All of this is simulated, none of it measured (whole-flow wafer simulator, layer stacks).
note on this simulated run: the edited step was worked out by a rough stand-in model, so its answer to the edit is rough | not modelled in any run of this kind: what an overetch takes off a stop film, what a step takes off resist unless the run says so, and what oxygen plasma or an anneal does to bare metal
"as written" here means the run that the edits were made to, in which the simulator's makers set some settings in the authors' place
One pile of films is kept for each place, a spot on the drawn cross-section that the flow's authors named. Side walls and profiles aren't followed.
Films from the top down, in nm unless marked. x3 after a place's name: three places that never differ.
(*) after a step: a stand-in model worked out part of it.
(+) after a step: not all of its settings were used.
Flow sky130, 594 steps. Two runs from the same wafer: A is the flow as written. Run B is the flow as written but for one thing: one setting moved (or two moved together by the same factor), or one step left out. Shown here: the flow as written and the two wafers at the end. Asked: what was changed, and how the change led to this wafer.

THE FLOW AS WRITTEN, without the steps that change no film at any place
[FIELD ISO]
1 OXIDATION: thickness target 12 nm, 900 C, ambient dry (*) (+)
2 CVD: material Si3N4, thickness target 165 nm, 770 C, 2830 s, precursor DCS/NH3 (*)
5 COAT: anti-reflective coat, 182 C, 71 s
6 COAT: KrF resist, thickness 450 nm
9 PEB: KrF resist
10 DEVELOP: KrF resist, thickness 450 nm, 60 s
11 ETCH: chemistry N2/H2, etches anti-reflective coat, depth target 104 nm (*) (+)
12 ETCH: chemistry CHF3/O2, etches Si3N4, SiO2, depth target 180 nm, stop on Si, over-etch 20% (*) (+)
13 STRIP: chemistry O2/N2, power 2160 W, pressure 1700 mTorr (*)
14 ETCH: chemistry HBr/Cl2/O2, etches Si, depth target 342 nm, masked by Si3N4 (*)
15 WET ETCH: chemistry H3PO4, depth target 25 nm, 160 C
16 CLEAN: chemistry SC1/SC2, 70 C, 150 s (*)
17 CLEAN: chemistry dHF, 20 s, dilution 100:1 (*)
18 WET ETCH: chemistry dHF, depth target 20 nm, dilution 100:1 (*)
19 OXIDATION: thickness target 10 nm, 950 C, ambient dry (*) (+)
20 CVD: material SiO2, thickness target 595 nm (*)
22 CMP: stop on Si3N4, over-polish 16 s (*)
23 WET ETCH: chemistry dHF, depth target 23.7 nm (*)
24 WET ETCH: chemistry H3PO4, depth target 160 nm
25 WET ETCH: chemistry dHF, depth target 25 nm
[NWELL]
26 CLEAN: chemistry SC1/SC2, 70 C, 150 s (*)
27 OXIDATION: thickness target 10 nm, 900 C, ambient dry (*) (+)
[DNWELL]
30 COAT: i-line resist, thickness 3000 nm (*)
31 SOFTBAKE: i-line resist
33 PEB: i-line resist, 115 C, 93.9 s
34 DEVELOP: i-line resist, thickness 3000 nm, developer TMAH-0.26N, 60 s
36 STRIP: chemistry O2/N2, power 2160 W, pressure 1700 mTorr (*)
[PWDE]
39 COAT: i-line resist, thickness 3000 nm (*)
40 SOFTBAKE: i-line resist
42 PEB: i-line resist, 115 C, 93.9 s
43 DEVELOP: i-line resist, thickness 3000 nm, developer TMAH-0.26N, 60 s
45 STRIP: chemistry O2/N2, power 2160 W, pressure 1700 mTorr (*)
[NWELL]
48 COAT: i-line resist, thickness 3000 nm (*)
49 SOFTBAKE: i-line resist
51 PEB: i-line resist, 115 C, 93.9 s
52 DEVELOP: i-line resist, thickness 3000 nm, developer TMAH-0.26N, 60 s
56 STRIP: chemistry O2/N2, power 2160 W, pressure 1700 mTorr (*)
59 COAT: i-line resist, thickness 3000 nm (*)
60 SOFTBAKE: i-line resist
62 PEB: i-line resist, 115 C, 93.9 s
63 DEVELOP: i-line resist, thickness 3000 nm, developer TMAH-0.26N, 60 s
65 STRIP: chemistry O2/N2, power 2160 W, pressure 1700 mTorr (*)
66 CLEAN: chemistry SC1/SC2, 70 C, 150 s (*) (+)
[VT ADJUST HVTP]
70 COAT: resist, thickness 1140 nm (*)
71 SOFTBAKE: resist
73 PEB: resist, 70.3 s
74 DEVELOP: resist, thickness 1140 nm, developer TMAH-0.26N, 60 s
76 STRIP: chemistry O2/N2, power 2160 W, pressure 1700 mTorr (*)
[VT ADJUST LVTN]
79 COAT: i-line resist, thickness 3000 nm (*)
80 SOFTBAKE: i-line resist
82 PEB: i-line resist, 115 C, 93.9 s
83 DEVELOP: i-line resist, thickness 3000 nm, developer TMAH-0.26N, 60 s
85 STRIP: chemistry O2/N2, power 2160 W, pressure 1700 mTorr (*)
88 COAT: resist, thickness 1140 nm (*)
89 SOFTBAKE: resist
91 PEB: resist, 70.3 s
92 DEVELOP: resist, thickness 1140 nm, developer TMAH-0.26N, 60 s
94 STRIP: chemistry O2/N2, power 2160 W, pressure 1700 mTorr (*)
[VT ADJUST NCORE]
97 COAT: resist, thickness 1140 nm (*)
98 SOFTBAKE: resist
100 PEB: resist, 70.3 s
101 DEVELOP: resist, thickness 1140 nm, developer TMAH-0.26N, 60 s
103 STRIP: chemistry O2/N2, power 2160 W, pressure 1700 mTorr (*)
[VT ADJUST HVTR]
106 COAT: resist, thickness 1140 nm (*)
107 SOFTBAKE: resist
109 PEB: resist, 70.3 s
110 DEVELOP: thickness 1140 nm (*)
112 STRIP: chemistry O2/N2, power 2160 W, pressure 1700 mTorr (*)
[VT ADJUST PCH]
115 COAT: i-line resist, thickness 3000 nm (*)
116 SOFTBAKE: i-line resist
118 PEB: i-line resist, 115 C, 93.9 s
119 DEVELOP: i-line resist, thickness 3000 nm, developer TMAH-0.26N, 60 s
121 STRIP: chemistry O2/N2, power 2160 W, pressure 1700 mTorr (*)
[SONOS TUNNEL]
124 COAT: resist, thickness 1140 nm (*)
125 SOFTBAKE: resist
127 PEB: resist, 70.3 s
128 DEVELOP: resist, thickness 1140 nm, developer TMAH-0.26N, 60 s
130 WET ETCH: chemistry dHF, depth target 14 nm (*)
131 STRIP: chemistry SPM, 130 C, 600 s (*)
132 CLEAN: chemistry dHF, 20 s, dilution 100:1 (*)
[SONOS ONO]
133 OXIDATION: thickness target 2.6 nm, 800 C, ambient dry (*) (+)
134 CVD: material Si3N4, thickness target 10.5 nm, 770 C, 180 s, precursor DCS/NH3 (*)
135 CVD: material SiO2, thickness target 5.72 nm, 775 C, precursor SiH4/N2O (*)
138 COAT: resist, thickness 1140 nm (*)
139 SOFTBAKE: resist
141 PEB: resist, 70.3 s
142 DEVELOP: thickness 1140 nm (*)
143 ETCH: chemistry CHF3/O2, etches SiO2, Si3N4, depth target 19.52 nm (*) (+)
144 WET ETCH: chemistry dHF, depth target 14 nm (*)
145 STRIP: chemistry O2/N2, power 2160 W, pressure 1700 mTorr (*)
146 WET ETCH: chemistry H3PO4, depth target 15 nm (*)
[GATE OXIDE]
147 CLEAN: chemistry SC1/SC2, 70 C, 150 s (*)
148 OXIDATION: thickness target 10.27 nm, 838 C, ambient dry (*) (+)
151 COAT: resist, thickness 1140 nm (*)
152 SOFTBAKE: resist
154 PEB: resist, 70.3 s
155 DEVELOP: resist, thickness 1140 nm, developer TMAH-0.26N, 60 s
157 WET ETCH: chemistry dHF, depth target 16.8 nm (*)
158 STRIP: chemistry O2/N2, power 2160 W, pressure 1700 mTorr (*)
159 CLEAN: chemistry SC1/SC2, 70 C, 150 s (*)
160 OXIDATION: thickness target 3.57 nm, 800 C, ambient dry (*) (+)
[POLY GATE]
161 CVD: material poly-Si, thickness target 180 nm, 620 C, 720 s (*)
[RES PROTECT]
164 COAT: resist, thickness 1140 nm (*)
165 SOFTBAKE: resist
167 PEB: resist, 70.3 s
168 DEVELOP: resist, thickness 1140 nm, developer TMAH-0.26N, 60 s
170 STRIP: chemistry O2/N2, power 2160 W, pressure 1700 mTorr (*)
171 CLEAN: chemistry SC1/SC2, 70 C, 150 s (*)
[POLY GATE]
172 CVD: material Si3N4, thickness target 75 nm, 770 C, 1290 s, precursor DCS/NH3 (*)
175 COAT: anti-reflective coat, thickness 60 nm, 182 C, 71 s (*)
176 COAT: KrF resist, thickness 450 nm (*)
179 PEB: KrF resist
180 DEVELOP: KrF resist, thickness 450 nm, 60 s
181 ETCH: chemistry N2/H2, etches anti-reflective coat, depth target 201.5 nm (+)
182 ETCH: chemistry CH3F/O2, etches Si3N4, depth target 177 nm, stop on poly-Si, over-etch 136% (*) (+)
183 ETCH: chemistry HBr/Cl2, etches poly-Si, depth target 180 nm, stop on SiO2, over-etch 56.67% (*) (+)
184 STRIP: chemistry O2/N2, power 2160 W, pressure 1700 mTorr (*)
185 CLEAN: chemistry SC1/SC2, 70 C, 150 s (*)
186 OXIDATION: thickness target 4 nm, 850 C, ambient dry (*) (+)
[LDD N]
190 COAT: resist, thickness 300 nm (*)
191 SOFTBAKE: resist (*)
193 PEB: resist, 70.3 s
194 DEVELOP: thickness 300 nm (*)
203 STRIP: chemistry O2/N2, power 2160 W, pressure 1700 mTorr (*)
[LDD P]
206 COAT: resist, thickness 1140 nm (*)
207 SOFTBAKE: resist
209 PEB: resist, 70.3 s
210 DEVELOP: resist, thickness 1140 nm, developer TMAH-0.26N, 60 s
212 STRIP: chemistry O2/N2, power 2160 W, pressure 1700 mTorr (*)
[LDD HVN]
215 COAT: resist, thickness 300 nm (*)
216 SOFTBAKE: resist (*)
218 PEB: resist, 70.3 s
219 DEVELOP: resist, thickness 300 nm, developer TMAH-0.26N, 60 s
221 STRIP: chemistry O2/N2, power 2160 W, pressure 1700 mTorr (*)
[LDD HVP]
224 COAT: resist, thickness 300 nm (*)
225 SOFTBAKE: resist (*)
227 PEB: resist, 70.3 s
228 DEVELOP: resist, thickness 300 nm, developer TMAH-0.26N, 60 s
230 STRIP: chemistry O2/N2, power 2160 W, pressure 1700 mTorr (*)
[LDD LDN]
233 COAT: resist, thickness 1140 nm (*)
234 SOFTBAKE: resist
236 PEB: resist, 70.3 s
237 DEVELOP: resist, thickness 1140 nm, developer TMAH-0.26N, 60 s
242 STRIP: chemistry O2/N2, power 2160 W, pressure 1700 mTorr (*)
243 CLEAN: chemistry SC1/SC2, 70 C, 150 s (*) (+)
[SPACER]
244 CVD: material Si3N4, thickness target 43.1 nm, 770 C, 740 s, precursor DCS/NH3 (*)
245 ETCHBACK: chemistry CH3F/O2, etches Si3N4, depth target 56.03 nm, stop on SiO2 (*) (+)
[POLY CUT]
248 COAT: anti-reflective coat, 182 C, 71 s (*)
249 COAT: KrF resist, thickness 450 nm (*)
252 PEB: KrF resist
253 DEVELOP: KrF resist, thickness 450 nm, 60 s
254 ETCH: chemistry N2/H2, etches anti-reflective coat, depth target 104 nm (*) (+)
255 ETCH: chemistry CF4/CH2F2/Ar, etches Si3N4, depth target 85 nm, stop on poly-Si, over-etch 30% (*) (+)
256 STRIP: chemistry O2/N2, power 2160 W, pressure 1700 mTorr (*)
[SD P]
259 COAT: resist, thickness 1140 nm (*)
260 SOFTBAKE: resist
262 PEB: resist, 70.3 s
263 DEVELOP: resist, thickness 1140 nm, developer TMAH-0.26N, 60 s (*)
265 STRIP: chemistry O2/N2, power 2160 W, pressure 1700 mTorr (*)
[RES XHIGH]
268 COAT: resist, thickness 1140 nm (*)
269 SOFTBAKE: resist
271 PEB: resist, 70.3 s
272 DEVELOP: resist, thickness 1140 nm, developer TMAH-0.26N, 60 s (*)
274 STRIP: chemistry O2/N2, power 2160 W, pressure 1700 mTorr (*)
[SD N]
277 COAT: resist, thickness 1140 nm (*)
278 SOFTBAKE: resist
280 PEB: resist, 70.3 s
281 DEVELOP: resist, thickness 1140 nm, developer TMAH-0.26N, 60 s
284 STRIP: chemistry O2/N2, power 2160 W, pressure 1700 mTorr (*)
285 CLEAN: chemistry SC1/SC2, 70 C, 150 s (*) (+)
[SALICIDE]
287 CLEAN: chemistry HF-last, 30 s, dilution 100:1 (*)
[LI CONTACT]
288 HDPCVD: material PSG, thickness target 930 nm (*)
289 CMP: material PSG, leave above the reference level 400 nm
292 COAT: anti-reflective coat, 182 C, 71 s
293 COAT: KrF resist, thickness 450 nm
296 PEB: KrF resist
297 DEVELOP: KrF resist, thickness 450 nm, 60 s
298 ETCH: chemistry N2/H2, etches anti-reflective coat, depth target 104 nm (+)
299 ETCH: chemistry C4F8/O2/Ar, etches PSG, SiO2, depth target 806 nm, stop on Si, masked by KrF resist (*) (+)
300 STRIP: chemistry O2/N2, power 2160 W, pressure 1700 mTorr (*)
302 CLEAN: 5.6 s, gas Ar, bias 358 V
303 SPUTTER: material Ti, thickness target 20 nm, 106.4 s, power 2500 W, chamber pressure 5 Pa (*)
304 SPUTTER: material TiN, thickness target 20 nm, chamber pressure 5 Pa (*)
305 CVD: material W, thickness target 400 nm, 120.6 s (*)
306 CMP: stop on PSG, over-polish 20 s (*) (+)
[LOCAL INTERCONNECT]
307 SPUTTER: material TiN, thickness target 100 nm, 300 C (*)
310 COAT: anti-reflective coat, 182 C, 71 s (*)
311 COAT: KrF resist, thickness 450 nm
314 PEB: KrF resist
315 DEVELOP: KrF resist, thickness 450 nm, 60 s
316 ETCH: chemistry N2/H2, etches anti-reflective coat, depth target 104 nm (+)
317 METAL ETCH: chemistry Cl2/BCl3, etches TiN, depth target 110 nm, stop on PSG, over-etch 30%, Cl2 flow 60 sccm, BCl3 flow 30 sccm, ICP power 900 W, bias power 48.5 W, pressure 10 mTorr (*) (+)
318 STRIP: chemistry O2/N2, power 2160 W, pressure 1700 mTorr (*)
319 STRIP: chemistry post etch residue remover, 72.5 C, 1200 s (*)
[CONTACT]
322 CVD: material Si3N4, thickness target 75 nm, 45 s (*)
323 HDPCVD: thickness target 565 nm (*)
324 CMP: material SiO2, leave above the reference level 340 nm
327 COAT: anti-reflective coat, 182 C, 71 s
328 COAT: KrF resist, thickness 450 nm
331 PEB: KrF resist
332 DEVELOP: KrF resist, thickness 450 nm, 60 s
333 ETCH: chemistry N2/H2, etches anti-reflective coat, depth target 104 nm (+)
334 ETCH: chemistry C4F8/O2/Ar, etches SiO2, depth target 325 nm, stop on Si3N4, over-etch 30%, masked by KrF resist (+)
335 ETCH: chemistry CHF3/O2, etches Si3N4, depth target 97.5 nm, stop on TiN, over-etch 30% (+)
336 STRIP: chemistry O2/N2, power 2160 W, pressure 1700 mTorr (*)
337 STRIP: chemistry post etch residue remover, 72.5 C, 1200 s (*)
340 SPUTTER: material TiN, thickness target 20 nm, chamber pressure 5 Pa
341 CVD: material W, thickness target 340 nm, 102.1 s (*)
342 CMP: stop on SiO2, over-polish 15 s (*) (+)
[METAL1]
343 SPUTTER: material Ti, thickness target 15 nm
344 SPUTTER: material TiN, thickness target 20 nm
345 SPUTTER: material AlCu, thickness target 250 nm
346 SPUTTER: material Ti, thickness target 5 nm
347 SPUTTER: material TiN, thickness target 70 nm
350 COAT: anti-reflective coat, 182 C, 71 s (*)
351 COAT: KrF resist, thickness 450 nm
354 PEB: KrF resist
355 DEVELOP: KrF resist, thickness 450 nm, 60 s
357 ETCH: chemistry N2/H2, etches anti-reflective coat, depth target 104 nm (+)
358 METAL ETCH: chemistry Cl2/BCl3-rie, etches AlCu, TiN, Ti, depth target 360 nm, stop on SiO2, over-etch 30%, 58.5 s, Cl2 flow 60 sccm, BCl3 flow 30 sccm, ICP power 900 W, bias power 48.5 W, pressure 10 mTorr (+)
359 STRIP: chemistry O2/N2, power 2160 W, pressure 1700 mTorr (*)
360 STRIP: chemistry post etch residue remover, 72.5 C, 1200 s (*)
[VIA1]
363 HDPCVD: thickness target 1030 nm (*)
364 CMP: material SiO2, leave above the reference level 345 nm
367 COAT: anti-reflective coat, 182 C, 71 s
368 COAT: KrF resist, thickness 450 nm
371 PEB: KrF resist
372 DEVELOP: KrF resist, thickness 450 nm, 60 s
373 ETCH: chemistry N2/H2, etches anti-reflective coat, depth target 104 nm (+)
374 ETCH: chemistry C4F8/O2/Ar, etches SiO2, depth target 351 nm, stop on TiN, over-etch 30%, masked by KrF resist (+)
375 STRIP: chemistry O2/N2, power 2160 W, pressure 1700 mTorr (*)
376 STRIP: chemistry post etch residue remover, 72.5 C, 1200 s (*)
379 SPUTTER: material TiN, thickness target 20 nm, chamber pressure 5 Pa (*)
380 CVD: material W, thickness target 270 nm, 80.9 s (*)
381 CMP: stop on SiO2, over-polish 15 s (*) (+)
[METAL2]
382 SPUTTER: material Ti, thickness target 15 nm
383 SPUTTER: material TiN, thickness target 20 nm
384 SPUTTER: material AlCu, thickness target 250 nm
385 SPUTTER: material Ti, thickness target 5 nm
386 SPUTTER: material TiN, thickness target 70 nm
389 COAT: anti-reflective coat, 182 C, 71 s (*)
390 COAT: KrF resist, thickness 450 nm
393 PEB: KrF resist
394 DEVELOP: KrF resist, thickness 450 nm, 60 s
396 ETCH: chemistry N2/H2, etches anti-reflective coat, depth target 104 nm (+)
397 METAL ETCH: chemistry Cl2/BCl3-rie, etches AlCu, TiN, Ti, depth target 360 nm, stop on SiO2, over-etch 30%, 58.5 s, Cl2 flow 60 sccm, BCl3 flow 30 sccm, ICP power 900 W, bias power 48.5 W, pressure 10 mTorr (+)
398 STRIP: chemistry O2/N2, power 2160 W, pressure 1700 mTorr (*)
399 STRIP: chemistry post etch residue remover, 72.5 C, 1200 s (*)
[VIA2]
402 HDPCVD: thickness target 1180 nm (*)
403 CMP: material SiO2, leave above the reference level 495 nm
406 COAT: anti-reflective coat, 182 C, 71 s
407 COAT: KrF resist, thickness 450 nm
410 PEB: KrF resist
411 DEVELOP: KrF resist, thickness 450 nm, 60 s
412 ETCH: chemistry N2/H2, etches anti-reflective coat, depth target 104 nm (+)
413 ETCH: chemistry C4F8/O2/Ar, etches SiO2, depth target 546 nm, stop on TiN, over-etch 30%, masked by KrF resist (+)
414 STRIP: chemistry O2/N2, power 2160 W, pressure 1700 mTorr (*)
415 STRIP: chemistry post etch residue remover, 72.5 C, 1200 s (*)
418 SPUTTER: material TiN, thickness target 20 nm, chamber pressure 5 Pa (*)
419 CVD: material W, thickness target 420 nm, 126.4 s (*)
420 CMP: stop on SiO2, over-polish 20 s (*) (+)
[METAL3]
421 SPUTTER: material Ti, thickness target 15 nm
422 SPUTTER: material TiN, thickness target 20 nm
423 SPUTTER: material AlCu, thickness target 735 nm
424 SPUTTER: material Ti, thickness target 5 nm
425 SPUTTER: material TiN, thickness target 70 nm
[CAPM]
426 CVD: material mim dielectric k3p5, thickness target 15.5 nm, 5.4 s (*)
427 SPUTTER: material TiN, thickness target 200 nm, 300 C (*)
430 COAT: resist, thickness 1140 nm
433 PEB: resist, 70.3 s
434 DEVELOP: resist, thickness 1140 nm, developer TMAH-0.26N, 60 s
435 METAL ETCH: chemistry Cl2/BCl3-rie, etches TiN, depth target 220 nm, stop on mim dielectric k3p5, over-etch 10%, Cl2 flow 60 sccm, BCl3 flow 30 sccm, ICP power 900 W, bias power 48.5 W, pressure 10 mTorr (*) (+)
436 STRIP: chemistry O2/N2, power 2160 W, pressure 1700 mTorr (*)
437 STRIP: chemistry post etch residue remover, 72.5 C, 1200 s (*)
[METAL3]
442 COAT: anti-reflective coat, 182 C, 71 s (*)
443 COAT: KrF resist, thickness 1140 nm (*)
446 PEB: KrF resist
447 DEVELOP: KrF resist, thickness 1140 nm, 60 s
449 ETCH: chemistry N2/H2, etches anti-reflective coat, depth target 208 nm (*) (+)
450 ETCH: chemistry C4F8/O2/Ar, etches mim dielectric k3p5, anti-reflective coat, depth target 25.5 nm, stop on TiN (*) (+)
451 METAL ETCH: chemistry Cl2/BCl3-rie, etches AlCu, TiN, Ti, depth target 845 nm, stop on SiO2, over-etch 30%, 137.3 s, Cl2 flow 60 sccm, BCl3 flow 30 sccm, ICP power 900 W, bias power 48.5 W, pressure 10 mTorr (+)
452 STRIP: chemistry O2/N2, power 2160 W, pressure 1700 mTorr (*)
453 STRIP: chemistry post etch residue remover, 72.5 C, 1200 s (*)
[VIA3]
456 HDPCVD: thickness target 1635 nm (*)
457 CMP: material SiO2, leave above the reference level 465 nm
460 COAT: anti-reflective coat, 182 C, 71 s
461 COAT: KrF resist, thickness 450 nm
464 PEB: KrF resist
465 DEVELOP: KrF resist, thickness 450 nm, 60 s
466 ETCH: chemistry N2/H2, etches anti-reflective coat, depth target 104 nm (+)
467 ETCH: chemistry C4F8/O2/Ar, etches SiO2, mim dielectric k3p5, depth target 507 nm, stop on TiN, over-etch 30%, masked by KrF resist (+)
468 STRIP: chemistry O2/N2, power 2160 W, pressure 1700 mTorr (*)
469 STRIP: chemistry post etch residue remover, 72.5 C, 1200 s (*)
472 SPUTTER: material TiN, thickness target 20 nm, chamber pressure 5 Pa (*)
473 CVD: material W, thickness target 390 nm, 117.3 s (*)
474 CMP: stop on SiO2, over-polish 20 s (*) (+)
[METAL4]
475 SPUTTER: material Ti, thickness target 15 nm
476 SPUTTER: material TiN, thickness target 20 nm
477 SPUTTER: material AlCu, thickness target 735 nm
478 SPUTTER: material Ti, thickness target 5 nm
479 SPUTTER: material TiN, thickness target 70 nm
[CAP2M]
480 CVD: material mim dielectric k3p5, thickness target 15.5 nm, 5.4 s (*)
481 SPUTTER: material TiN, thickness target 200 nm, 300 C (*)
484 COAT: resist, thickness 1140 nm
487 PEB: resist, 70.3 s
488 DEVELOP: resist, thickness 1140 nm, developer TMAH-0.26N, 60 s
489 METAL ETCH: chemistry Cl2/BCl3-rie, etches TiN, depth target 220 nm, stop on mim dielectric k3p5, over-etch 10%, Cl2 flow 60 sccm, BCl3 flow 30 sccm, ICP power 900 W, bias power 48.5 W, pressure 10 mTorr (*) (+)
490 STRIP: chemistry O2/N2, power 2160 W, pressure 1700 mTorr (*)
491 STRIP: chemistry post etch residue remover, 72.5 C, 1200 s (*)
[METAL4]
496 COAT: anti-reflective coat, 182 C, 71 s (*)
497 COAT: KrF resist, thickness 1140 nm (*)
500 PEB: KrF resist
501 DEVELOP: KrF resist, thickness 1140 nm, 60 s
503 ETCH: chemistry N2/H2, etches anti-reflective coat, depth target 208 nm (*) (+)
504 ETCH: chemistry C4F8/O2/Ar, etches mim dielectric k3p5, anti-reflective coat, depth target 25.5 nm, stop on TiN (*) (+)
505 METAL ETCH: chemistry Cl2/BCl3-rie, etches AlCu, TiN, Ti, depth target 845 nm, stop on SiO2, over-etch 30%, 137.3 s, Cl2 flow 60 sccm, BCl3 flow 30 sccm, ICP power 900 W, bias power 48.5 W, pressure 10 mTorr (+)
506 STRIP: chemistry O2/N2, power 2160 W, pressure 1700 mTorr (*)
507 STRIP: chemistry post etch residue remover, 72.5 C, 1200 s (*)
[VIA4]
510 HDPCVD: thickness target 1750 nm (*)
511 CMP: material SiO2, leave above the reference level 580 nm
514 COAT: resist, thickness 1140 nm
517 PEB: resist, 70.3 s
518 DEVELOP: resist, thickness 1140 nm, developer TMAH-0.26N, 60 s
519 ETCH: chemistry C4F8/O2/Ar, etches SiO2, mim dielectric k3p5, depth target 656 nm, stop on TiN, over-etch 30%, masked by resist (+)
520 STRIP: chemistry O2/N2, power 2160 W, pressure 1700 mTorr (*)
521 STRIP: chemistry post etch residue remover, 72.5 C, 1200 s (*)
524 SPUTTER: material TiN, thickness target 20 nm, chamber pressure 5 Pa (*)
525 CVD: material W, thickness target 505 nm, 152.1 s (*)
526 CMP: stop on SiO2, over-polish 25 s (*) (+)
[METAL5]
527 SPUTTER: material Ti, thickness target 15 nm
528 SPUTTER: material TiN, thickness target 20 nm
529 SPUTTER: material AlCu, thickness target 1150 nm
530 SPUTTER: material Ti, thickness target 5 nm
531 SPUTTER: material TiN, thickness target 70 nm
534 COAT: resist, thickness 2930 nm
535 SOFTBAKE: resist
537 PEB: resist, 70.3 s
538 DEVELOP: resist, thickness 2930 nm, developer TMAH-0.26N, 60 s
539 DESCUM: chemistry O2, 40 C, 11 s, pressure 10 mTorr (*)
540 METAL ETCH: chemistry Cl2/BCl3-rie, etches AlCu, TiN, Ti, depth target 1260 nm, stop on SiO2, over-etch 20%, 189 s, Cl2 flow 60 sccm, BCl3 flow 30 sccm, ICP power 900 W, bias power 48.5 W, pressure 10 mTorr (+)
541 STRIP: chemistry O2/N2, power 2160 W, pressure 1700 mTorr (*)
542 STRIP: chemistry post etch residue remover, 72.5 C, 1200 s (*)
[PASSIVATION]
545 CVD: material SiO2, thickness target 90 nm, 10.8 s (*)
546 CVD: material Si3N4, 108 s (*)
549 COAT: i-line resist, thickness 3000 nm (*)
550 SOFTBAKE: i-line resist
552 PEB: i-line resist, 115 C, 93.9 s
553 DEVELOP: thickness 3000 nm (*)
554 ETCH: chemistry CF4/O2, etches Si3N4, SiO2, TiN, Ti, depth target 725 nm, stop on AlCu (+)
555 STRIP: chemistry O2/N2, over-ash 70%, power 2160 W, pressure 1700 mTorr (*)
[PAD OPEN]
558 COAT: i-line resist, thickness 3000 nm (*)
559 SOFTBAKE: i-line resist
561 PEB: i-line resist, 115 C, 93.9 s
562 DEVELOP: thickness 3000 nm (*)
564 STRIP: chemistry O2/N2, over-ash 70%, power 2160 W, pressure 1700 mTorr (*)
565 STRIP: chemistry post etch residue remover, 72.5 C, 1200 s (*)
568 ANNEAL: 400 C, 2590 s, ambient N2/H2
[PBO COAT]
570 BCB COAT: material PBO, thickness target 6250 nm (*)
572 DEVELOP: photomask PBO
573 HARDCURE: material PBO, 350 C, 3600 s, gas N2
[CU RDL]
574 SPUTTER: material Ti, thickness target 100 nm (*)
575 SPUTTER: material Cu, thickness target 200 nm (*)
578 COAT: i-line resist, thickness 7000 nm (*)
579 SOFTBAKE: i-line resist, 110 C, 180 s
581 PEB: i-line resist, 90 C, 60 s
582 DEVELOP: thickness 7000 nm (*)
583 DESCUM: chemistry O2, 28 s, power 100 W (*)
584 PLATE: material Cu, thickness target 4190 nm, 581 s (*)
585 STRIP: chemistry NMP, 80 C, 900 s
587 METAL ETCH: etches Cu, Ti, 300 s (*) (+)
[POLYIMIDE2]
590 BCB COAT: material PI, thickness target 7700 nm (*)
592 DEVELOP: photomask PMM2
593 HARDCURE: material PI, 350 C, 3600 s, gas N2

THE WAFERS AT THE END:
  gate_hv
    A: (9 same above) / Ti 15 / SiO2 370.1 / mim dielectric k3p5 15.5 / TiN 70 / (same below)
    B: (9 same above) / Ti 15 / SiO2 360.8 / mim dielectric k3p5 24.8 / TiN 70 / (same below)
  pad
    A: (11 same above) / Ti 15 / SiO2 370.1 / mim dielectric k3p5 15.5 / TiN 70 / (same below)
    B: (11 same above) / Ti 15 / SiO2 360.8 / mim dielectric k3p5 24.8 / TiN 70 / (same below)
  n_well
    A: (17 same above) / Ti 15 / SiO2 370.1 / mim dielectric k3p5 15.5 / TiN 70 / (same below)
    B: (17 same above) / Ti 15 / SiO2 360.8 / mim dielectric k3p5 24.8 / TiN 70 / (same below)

The cause: step 426, CVD: thickness target 24.8 nm was run, where the flow has thickness target 15.5 nm; step 426, CVD: 8.64 s was run, where the flow has 5.4 s.
It can be read off the wafer: gate_hv has mim dielectric k3p5 24.8, and step 426 as written asks for 15.5 nm.

How the change led to this, step by step:
  426 CVD: material mim dielectric k3p5, thickness target 15.5 nm, 5.4 s (*)
      field, active, n_well and 188 more: A mim dielectric k3p5 +15.5 (new film) | B mim dielectric k3p5 +24.8 (new film)
  450 ETCH: chemistry C4F8/O2/Ar, etches mim dielectric k3p5, anti-reflective coat, depth target 25.5 nm, stop on TiN (*) (+)
      n_well, p_well, gate_hv and 104 more: A KrF resist -15.5 | B KrF resist -17
      field, active, gate and 82 more: A mim dielectric k3p5 -15.5 (all of it) | B mim dielectric k3p5 -24.8 (all of it)
  467 ETCH: chemistry C4F8/O2/Ar, etches SiO2, mim dielectric k3p5, depth target 507 nm, stop on TiN, over-etch 30%, masked by KrF resist (+)
      m1: A SiO2 -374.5 (all of it), mim dielectric k3p5 -15.5 (all of it) | B SiO2 -365.2 (all of it), mim dielectric k3p5 -24.8 (all of it)
      via3_hole: A SiO2 -373.9 (all of it), mim dielectric k3p5 -15.5 (all of it) | B SiO2 -364.6 (all of it), mim dielectric k3p5 -24.8 (all of it)
